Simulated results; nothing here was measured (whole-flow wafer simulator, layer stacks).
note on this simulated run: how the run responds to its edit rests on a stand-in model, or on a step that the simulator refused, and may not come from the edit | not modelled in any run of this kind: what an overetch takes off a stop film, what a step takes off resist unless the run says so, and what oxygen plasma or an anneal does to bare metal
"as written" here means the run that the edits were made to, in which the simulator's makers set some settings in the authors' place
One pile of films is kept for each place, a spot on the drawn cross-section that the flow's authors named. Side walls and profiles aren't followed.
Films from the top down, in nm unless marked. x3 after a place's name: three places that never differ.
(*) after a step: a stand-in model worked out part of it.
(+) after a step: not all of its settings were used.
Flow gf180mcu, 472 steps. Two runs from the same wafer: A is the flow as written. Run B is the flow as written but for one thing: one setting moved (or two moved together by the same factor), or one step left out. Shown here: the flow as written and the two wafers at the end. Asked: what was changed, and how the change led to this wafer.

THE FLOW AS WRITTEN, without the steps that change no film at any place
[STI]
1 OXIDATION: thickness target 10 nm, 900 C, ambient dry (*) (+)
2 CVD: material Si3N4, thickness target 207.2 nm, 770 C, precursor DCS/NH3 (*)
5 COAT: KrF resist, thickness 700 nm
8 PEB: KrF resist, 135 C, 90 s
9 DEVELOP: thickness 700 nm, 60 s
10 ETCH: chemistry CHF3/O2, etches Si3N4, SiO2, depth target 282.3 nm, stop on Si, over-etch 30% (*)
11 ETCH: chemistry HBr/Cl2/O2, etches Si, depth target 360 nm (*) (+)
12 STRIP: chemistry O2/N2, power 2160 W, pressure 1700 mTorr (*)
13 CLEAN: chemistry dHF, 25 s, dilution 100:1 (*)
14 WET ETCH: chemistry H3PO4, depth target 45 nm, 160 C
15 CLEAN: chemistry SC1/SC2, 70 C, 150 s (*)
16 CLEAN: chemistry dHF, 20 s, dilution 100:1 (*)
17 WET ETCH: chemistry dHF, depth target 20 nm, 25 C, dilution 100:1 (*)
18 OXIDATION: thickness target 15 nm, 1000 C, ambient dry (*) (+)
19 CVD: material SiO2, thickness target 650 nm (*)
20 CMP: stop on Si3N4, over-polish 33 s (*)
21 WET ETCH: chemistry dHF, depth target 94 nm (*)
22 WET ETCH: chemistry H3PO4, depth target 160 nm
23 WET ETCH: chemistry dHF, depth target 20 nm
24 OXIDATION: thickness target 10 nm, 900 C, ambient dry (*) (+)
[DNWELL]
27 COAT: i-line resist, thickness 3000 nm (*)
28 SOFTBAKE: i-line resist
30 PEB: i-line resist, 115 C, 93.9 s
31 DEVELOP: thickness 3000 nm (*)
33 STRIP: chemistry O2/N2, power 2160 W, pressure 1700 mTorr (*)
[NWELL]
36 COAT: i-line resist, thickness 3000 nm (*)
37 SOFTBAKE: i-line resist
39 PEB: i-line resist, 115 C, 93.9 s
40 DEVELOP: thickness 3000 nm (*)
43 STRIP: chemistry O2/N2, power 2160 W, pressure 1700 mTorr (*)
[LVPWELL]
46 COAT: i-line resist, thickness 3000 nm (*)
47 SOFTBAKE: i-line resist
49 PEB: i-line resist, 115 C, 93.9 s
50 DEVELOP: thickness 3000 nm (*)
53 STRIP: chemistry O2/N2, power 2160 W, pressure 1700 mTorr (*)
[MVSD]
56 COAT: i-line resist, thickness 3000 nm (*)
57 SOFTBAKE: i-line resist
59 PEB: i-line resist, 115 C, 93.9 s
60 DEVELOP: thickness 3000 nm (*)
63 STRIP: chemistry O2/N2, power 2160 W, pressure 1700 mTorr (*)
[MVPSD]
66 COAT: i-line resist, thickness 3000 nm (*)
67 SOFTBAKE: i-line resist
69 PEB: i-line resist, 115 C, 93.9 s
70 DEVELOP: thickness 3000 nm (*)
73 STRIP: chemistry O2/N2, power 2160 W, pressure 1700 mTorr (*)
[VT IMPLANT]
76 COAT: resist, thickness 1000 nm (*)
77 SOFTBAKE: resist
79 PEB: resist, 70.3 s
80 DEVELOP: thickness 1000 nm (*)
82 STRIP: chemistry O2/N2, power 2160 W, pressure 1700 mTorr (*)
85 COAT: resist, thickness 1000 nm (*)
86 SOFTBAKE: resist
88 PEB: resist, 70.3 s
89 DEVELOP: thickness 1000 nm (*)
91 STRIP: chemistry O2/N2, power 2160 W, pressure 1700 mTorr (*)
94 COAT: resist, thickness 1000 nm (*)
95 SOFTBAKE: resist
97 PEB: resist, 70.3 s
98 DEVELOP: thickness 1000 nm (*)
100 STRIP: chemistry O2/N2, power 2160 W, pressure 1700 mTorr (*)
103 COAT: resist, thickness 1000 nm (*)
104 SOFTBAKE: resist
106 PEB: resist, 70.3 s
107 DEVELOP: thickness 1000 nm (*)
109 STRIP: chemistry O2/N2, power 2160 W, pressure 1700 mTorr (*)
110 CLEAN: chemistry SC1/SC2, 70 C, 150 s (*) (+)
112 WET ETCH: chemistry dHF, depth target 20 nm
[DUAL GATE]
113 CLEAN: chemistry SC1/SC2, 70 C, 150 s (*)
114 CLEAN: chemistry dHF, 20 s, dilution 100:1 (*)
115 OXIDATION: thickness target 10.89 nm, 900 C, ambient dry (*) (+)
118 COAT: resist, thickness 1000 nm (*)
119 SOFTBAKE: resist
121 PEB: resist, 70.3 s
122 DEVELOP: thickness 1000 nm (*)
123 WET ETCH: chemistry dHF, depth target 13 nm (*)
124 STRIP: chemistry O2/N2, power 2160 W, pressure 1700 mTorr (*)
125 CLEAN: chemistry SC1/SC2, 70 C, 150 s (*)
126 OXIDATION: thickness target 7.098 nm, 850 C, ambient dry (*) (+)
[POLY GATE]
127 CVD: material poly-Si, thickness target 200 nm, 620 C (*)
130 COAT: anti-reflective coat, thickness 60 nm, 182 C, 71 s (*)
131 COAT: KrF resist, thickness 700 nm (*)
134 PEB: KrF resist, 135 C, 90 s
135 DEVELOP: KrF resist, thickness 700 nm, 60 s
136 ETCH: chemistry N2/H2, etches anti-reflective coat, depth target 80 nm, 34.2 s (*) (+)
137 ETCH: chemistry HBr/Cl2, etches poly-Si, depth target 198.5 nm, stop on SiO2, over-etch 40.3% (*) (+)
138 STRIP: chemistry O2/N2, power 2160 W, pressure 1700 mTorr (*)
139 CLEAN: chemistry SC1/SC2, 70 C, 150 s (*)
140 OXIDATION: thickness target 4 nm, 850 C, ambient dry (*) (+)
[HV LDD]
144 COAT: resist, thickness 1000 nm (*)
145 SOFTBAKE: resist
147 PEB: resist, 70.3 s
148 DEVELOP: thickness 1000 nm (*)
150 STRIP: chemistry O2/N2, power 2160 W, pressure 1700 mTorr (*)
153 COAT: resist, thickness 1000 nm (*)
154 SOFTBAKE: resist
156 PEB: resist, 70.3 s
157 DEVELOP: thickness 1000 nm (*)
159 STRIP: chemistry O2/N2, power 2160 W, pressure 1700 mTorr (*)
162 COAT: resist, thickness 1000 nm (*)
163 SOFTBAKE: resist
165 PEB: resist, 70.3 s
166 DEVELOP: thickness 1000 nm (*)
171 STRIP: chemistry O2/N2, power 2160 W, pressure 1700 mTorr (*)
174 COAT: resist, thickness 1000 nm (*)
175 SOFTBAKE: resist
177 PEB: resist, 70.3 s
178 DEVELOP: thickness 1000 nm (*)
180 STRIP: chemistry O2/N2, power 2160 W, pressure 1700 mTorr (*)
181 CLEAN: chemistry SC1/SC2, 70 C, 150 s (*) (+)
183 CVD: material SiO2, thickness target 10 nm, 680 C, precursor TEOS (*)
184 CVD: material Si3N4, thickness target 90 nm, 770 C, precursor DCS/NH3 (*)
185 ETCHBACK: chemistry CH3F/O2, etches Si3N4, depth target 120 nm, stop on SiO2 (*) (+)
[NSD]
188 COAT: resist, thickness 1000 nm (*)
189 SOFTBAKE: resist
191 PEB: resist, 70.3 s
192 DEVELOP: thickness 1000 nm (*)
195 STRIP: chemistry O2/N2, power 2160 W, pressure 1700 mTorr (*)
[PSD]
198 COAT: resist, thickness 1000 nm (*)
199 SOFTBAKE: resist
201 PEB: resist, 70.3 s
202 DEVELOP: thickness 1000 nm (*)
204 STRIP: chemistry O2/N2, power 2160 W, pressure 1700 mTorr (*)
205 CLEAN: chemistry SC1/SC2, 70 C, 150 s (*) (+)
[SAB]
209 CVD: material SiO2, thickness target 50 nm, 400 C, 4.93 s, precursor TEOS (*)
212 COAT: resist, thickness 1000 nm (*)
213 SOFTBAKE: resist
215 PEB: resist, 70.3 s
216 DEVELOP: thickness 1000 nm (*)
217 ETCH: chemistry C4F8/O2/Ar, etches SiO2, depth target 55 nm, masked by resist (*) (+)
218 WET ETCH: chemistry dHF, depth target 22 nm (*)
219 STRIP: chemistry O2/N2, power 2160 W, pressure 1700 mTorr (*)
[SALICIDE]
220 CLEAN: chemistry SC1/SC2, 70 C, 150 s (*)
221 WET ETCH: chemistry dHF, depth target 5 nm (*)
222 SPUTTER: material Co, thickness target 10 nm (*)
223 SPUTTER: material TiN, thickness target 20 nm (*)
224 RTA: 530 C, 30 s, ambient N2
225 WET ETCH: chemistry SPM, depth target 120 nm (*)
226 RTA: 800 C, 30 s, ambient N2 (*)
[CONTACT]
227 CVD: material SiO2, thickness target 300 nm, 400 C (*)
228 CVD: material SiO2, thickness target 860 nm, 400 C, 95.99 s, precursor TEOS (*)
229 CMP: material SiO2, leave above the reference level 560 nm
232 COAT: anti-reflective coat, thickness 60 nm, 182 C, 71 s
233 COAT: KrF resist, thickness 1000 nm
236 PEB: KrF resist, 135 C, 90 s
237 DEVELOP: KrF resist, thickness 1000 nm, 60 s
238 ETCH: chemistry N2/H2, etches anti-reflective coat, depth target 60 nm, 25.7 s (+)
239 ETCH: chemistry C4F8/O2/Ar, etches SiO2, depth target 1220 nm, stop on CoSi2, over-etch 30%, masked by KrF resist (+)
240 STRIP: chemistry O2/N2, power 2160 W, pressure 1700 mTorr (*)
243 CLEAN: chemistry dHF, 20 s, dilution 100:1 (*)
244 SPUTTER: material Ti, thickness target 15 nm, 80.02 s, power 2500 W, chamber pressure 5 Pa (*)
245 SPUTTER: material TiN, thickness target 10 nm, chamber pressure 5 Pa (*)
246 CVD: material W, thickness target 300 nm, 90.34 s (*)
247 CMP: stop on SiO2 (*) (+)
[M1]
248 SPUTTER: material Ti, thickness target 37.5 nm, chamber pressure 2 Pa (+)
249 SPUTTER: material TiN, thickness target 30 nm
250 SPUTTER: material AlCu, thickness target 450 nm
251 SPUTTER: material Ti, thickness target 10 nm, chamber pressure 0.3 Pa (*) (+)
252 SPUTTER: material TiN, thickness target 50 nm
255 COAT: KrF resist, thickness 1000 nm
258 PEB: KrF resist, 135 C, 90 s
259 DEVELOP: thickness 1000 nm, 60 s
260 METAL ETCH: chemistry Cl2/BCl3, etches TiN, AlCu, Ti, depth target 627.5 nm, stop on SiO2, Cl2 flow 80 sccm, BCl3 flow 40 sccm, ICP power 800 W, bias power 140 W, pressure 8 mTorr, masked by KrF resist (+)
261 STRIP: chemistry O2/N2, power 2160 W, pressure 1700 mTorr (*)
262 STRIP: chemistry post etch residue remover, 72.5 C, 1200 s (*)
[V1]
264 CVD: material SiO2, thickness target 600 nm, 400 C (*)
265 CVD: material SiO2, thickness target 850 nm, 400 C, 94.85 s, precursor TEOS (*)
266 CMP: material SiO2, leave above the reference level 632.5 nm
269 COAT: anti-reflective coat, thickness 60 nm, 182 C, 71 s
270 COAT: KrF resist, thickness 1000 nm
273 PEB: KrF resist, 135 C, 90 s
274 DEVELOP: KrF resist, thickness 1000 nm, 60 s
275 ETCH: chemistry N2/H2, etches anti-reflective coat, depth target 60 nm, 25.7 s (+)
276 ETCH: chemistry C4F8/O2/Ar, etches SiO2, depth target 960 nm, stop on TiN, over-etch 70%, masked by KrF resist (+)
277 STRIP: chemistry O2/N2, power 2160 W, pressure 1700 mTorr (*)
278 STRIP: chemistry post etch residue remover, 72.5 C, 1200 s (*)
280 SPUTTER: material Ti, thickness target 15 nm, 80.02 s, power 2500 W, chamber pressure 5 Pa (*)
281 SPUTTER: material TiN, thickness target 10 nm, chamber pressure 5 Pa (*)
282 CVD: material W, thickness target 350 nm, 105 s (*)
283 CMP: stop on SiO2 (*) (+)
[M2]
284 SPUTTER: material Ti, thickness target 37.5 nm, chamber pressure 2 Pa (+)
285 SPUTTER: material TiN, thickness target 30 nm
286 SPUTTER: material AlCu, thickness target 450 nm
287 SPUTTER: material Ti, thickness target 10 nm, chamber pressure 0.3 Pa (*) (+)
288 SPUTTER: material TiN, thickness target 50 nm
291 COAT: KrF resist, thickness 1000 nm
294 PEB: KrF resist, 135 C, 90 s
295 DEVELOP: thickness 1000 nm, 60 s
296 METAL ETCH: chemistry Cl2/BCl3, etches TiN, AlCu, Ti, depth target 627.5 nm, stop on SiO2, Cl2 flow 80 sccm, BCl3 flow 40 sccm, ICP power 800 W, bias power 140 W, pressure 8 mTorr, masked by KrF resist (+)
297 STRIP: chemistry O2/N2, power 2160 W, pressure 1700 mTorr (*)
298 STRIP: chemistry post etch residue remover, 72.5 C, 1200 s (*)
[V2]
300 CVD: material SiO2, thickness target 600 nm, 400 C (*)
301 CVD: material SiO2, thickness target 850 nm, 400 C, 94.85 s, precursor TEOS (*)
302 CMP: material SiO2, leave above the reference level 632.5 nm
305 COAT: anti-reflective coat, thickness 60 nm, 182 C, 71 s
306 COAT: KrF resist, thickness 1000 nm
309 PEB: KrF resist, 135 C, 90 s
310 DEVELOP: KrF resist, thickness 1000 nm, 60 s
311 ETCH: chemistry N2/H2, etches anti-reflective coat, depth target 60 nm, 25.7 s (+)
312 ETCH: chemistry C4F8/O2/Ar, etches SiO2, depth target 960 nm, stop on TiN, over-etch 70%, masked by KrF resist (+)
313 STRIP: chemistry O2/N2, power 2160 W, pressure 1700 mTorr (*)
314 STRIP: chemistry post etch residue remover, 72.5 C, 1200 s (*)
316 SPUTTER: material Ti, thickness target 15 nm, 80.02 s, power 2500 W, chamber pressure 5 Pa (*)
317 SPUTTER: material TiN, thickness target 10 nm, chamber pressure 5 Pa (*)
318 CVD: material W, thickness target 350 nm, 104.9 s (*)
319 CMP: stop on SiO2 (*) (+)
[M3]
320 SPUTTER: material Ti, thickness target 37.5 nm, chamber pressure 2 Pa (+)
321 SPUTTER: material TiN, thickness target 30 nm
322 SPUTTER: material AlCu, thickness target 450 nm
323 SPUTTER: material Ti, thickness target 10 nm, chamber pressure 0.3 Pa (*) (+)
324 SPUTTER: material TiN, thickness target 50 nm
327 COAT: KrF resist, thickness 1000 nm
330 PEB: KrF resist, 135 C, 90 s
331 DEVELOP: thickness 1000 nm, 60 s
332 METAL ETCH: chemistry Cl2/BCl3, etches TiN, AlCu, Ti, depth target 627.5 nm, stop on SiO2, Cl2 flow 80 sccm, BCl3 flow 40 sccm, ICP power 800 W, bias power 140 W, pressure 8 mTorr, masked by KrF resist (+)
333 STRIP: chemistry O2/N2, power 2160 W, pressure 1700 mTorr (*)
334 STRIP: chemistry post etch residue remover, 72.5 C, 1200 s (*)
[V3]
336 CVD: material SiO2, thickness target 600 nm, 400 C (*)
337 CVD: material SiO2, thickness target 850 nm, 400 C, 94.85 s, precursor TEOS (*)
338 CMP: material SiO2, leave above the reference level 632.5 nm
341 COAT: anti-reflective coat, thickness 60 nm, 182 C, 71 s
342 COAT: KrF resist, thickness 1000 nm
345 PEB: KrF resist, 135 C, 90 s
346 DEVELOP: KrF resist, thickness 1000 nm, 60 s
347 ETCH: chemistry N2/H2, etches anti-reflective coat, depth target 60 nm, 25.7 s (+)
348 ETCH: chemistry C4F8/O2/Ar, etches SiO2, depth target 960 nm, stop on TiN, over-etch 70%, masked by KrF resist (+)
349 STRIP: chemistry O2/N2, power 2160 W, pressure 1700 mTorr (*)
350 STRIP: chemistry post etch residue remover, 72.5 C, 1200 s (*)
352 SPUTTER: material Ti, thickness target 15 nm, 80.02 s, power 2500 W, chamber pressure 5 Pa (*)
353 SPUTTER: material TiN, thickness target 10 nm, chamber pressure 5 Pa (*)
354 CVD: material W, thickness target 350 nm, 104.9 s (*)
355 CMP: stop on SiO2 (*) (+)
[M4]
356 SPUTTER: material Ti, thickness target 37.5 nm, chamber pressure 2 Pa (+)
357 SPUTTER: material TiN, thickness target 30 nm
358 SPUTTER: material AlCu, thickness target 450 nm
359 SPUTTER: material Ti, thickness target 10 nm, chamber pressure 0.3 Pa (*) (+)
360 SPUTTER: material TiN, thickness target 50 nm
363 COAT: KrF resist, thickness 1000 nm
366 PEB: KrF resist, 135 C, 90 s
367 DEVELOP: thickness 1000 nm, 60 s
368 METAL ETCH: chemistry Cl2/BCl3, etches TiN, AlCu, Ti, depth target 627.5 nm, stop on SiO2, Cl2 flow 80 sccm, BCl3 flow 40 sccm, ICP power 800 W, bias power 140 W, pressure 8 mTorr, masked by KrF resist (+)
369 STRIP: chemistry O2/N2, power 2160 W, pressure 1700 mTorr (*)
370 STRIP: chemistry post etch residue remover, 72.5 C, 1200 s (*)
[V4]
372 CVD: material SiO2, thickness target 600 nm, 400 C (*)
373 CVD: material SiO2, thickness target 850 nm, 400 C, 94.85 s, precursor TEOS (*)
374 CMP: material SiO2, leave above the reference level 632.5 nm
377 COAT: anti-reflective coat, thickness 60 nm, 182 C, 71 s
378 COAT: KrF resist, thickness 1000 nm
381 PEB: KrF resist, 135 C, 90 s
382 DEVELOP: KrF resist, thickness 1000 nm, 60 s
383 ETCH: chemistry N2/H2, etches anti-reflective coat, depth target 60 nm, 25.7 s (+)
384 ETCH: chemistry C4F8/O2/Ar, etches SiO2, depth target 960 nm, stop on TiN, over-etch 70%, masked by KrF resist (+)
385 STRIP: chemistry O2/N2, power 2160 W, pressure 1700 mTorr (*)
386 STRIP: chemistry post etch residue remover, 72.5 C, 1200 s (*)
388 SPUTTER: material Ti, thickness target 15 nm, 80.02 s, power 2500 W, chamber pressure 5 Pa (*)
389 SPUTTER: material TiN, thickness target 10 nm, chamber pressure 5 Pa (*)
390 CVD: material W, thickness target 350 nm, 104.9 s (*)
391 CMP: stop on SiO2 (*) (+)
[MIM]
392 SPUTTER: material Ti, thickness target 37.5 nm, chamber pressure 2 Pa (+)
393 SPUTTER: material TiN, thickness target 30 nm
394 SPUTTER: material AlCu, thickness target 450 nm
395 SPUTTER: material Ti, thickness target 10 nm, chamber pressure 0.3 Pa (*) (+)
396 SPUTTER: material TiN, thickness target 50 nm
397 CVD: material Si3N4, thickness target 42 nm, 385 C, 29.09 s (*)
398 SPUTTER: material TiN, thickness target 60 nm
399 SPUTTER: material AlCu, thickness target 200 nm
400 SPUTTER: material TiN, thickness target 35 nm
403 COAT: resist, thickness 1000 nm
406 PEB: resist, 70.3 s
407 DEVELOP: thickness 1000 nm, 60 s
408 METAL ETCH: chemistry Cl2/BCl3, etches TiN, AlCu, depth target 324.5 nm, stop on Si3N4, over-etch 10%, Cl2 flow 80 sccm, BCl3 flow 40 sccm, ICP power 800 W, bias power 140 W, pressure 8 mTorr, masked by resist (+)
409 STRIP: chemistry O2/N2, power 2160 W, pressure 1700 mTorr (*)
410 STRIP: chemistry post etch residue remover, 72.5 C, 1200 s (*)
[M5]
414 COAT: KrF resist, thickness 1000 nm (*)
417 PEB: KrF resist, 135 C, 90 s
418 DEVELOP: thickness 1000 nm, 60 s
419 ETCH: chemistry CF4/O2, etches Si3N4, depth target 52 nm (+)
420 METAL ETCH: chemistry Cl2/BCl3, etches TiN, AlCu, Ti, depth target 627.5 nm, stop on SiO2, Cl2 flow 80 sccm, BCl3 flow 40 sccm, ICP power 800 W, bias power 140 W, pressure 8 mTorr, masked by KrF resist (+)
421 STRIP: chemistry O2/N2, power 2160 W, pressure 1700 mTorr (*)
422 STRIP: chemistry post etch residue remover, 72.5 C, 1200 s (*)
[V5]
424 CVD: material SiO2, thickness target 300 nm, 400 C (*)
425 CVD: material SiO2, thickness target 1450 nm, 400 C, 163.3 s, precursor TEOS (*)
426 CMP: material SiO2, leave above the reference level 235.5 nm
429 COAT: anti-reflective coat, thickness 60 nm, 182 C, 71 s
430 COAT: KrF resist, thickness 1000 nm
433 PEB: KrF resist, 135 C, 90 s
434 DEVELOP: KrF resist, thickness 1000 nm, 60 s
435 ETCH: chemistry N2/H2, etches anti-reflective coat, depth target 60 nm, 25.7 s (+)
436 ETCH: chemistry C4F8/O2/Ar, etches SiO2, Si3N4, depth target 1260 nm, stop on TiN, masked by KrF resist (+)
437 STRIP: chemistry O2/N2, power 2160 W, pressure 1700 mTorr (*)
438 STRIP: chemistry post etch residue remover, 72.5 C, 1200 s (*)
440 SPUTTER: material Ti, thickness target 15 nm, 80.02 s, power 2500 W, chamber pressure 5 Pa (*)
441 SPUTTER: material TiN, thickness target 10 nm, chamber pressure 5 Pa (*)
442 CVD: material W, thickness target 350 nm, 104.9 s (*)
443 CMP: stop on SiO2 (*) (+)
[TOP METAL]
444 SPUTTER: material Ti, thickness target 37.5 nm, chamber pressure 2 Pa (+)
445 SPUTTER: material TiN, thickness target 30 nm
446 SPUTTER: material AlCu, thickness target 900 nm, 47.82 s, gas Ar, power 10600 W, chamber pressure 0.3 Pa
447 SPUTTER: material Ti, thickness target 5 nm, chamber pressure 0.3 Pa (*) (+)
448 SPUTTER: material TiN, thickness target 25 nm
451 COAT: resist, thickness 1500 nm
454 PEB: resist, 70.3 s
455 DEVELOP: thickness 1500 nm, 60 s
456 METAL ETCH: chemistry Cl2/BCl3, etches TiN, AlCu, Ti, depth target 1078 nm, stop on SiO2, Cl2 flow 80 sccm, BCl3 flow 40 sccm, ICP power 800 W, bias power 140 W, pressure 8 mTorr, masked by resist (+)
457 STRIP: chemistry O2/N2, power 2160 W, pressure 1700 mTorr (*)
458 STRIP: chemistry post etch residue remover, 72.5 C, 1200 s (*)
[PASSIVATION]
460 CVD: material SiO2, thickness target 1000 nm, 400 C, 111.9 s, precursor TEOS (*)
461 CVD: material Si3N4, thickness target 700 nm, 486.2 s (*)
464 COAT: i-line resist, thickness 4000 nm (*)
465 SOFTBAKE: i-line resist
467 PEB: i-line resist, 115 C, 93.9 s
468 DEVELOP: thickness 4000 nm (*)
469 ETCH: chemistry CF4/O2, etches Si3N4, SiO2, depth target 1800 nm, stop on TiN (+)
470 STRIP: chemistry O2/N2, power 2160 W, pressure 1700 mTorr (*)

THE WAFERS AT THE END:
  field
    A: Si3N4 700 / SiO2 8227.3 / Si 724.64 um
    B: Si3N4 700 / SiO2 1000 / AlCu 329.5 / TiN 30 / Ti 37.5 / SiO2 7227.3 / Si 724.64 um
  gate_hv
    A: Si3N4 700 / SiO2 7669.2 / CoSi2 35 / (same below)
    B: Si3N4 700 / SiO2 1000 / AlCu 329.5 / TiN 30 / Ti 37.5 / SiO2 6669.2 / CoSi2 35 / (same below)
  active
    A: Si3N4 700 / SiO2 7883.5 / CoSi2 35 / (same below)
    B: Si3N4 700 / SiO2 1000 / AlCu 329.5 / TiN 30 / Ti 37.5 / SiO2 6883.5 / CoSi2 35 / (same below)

The cause: step 446, SPUTTER: 72.93 s was run, where the flow has 47.82 s.

How the change led to this, step by step:
  446 SPUTTER: material AlCu, thickness target 900 nm, 47.82 s, gas Ar, power 10600 W, chamber pressure 0.3 Pa
      field, field__w1, field__w2 and 109 more: A AlCu +900 (new film) | B AlCu +1382.7 (new film)
  456 METAL ETCH: chemistry Cl2/BCl3, etches TiN, AlCu, Ti, depth target 1078 nm, stop on SiO2, Cl2 flow 80 sccm, BCl3 flow 40 sccm, ICP power 800 W, bias power 140 W, pressure 8 mTorr, masked by resist (+)
      field, field__w1, field__w2 and 103 more: A TiN -25 (all of it), Ti -5 (all of it), AlCu -900 (all of it), TiN -30 (all of it), Ti -37.5 (all of it) | B TiN -25 (all of it), Ti -5 (all of it), AlCu -1047.5
  458 STRIP: chemistry post etch residue remover, 72.5 C, 1200 s (*)
      field, field__w1, field__w2 and 103 more: A nothing | B AlCu -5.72
  460 CVD: material SiO2, thickness target 1000 nm, 400 C, 111.9 s, precursor TEOS (*)
      field, field__w1, field__w2 and 103 more: A SiO2 +1000 | B SiO2 +1000 (new film)
  464 COAT: i-line resist, thickness 4000 nm (*)
      field__w8: A i-line resist +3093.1 (new film) | B i-line resist +3018.1 (new film)
      contact: A i-line resist +3153.6 (new film) | B i-line resist +3059.2 (new film)
      (and at 4 more places)
  465 SOFTBAKE: i-line resist
      ld_acc_p, ld_fp_p, ld_drift_p: A i-line resist +33.8 | B i-line resist +30.6
      field__w1: A i-line resist -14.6 | B i-line resist -16
      (and at 56 more places)
  467 PEB: i-line resist, 115 C, 93.9 s
      field__w8, m1__w1: A i-line resist -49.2 | B i-line resist -47.6
      contact, m1: A i-line resist -49.6 | B i-line resist -47.9
      (and at 2 more places)
  468 DEVELOP: thickness 4000 nm (*)
      pad: A i-line resist -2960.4 (all of it) | B i-line resist -2875.7 (all of it)
  470 STRIP: chemistry O2/N2, power 2160 W, pressure 1700 mTorr (*)
      field__w8: A i-line resist -1775.9 (all of it) | B i-line resist -1694 (all of it)
      contact: A i-line resist -1798.3 (all of it) | B i-line resist -1709.2 (all of it)
      (and at 3 more places)
Counting metal films that touch as one body, field has 1 body; the flow as written gives 0 bodies.
Counting metal films that touch as one body, gate_hv has 2 bodies (between them, from the top down: SiO2 6669.2); the flow as written gives 1 body.
Counting metal films that touch as one body, active has 2 bodies (between them, from the top down: SiO2 6883.5); the flow as written gives 1 body.
